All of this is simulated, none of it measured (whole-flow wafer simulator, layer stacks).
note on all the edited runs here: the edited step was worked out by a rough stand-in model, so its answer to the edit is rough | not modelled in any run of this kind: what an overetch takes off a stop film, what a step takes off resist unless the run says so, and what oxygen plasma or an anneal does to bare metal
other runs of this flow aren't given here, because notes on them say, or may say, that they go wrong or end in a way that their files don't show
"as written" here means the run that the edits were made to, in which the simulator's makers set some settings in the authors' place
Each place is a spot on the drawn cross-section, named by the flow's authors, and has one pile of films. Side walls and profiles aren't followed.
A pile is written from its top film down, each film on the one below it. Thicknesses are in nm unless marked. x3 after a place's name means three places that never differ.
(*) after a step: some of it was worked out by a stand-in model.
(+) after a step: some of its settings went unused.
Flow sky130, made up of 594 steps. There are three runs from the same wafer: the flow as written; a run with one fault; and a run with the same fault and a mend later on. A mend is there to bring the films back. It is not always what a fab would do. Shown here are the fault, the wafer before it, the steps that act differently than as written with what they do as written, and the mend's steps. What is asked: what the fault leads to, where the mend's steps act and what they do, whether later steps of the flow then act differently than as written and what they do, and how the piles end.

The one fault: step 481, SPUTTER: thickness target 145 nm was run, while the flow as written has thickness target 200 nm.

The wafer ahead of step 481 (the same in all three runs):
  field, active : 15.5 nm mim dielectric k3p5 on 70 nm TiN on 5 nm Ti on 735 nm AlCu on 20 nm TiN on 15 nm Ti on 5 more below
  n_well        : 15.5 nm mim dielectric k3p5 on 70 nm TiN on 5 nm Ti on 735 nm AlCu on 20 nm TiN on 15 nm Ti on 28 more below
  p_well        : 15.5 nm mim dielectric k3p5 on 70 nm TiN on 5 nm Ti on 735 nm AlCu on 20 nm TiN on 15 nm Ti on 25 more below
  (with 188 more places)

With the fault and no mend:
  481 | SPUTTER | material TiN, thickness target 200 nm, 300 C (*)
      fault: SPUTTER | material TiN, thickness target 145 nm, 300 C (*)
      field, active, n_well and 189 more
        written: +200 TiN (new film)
        fault: +145 TiN (new film)
  Steps further on in the flow that do not act as written (3 other steps are not shown; they differ only slightly, by no more than 2% or 0.5 nm, whichever is larger):
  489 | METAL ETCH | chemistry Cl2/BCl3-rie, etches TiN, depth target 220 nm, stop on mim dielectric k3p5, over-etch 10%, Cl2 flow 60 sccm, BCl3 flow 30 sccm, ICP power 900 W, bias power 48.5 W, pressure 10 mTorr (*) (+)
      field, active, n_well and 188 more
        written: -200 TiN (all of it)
        fault: -145 TiN (all of it)
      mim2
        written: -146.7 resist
        fault: -106.3 resist
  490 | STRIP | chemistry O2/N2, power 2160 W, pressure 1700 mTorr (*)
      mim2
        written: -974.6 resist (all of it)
        fault: -1014.9 resist (all of it)
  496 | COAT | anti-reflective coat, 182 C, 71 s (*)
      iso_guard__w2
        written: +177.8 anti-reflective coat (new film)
        fault: +141.7 anti-reflective coat (new film)
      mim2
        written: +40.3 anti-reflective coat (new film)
        fault: +30.2 anti-reflective coat (new film)
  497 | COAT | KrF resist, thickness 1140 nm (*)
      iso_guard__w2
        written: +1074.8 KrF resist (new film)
        fault: +1098.9 KrF resist (new film)
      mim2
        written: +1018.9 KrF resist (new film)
        fault: +1069.1 KrF resist (new film)
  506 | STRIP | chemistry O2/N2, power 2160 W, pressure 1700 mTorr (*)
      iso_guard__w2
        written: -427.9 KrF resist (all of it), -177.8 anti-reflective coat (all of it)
        fault: -451.9 KrF resist (all of it), -141.7 anti-reflective coat (all of it)
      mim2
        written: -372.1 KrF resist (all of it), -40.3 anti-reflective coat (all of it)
        fault: -422.1 KrF resist (all of it), -30.2 anti-reflective coat (all of it)
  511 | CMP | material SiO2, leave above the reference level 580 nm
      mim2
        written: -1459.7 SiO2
        fault: -1404.7 SiO2
  At mim2, the piles at the end differ from the flow's by more than 2% or 0.5 nm, whichever is larger.
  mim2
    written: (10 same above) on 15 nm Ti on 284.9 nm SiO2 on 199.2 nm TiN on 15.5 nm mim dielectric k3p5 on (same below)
    fault: (10 same above) on 15 nm Ti on 339.9 nm SiO2 on 144.2 nm TiN on 15.5 nm mim dielectric k3p5 on (same below)

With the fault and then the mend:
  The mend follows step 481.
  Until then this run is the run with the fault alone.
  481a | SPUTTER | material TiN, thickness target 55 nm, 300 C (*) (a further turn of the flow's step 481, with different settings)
      field, active, n_well and 189 more
        +55 TiN
  Later steps of the flow that are run all act as written at every place that is followed.
  At every place that both follow, the piles at the end match the flow's.
